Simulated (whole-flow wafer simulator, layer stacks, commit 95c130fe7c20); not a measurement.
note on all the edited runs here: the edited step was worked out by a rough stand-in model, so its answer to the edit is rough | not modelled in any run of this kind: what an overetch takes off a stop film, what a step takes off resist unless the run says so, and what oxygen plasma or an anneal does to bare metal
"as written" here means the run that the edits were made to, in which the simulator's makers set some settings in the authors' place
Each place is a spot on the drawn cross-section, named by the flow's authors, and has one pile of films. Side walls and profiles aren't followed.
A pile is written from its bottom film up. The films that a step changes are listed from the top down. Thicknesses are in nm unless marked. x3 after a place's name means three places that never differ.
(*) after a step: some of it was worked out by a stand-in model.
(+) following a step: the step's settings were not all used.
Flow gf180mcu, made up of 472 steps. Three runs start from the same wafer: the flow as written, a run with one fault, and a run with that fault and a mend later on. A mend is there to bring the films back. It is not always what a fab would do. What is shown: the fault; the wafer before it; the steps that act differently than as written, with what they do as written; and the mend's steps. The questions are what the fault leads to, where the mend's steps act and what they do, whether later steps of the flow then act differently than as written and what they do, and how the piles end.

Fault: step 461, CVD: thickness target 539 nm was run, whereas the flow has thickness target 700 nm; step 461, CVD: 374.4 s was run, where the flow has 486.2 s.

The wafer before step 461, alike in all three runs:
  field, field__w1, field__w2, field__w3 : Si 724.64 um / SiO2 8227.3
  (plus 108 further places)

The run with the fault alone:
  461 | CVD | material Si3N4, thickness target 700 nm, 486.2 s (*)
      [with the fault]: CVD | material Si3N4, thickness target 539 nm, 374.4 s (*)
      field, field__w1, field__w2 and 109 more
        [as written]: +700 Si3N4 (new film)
        [with the fault]: +539 Si3N4 (new film)
  Later steps of the flow acting differently than as written (4 other steps are not shown; they differ only slightly, by no more than 2% or 0.5 nm, whichever is larger):
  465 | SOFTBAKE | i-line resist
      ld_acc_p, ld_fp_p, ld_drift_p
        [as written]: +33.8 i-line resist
        [with the fault]: +33 i-line resist
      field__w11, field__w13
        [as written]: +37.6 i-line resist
        [with the fault]: +36.8 i-line resist
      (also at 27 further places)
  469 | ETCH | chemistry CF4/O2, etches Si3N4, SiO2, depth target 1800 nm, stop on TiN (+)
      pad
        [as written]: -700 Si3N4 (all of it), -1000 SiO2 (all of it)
        [with the fault]: -539 Si3N4 (all of it), -1000 SiO2 (all of it)
  The piles end different from the flow's at field, field__w1, field__w2 and 108 more by more than 2% or 0.5 nm, whichever is larger.
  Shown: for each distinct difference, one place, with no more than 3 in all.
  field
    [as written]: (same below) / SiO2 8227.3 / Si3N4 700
    [with the fault]: (same below) / SiO2 8227.3 / Si3N4 539
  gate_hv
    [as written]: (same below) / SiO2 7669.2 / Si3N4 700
    [with the fault]: (same below) / SiO2 7669.2 / Si3N4 539
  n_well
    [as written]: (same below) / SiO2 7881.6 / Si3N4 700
    [with the fault]: (same below) / SiO2 7881.6 / Si3N4 539

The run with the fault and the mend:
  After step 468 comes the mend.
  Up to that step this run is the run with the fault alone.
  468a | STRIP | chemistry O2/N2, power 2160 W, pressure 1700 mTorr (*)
      iso_ptap_pw, iso_ntap_nw, iso_nw_fld and 33 more
        -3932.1 i-line resist (all of it)
      p_well, sti, spacer, sd_n, mim_1p0, dice_street
        -3938.2 i-line resist (all of it)
      field__w2, field__w3, field__w12
        -3985.5 i-line resist (all of it)
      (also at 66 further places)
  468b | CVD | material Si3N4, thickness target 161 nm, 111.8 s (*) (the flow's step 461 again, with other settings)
      field, field__w1, field__w2 and 109 more
        +161.1 Si3N4
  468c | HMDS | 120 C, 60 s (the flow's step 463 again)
      does not change any film at any place that is followed
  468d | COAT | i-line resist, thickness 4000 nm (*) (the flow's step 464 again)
      iso_ptap_pw, iso_ntap_nw, iso_nw_fld and 33 more
        +4000 i-line resist (new film)
      field__w9, field__w13, sd_p_hv, gate_p_hv, nplus_u, npoly_u
        +4017 i-line resist (new film)
      p_well, sti, spacer, sd_n, mim_1p0, dice_street
        +4006.3 i-line resist (new film)
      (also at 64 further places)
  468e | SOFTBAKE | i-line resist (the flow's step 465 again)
      ld_acc_p, ld_fp_p, ld_drift_p
        +33.8 i-line resist
      field__w2, field_sub__w4
        +33.4 i-line resist
      field__w11, field__w13
        +37.6 i-line resist
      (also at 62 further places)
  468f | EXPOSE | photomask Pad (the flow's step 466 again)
      does not change any film at any place that is followed
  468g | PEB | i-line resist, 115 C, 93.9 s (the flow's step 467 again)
      iso_ptap_pw, iso_ntap_nw, iso_nw_fld and 33 more
        -67.9 i-line resist
      field, field__w2, field__w3 and 25 more
        -68.8 i-line resist
      field_sub, field_sub__w1, field_sub__w2 and 23 more
        -68.7 i-line resist
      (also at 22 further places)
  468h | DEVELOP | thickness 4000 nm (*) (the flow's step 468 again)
      field__w5, field__w7, field__w13 and 13 more
        -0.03 i-line resist
      pad
        -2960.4 i-line resist (all of it)
  Every later step of the flow that is run acts as written, at every place that is followed, to within 2% or 0.5 nm, whichever is larger.
  When the end is reached, the piles differ only a little from the flow's at the places that both follow, at most by 2% or 0.5 nm, whichever is larger.
